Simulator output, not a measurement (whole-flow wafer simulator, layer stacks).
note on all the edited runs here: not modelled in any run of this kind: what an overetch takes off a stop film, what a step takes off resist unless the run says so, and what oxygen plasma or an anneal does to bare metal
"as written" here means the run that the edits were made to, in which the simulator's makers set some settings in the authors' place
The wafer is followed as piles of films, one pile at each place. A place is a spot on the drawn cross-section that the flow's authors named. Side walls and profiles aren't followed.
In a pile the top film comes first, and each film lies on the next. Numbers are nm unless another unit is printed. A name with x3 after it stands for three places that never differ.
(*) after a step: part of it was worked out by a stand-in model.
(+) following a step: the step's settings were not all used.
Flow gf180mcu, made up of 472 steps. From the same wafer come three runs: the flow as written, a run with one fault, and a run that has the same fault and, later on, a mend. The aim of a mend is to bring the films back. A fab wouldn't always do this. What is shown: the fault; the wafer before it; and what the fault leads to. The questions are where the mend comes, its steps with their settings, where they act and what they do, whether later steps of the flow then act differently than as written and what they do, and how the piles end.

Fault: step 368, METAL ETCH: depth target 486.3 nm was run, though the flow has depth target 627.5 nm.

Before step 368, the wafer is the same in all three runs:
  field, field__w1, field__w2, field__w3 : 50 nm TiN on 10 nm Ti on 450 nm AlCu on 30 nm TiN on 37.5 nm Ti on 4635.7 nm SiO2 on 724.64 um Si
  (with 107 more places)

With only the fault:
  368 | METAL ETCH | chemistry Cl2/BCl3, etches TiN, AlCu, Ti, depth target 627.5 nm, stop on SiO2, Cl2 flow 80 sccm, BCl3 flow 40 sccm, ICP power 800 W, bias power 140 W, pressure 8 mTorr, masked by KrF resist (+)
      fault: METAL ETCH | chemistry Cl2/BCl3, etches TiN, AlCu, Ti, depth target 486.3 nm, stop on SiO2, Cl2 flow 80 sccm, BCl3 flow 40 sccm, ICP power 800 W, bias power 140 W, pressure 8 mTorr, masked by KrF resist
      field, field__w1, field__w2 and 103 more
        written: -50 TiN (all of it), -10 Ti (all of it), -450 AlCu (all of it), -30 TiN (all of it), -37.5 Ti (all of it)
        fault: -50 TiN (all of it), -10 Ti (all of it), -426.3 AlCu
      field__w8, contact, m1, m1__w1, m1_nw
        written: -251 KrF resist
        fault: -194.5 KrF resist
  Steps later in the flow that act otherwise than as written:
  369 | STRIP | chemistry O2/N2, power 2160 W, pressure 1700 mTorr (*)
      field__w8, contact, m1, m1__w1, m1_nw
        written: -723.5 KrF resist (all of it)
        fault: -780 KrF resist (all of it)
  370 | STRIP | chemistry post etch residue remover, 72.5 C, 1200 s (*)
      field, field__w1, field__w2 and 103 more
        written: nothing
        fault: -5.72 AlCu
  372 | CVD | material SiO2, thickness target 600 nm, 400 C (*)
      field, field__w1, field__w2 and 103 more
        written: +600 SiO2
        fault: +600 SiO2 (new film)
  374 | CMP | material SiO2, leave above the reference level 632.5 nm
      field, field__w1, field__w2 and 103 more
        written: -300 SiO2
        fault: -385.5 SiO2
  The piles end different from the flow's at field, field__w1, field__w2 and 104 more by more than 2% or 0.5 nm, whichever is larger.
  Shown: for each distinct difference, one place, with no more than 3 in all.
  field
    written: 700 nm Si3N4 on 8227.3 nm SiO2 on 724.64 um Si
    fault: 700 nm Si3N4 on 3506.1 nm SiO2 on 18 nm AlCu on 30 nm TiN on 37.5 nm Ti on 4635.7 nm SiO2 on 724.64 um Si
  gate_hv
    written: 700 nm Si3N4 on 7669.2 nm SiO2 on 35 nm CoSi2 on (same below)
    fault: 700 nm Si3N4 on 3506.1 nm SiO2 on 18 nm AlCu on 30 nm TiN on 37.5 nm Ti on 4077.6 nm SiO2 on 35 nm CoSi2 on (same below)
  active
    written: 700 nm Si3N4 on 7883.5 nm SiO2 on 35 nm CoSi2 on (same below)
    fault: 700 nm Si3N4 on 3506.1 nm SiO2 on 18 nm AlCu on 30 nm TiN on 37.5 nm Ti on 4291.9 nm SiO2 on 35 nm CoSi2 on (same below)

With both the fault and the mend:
  After step 368 comes the mend.
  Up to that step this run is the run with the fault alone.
  368a | METAL ETCH | chemistry Cl2/BCl3, etches TiN, AlCu, Ti, depth target 141.2 nm, stop on SiO2, Cl2 flow 80 sccm, BCl3 flow 40 sccm, ICP power 800 W, bias power 140 W, pressure 8 mTorr, masked by KrF resist (+) (a further turn of the flow's step 368, with different settings)
      field, field__w1, field__w2 and 103 more
        -23.7 AlCu (all of it), -30 TiN (all of it), -37.5 Ti (all of it)
      field__w8, contact, m1, m1__w1, m1_nw
        -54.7 KrF resist
  Every later step of the flow that is run acts as written, at every place that is followed, to within 2% or 0.5 nm, whichever is larger.
  The piles end the same as the flow's at every place that both follow.
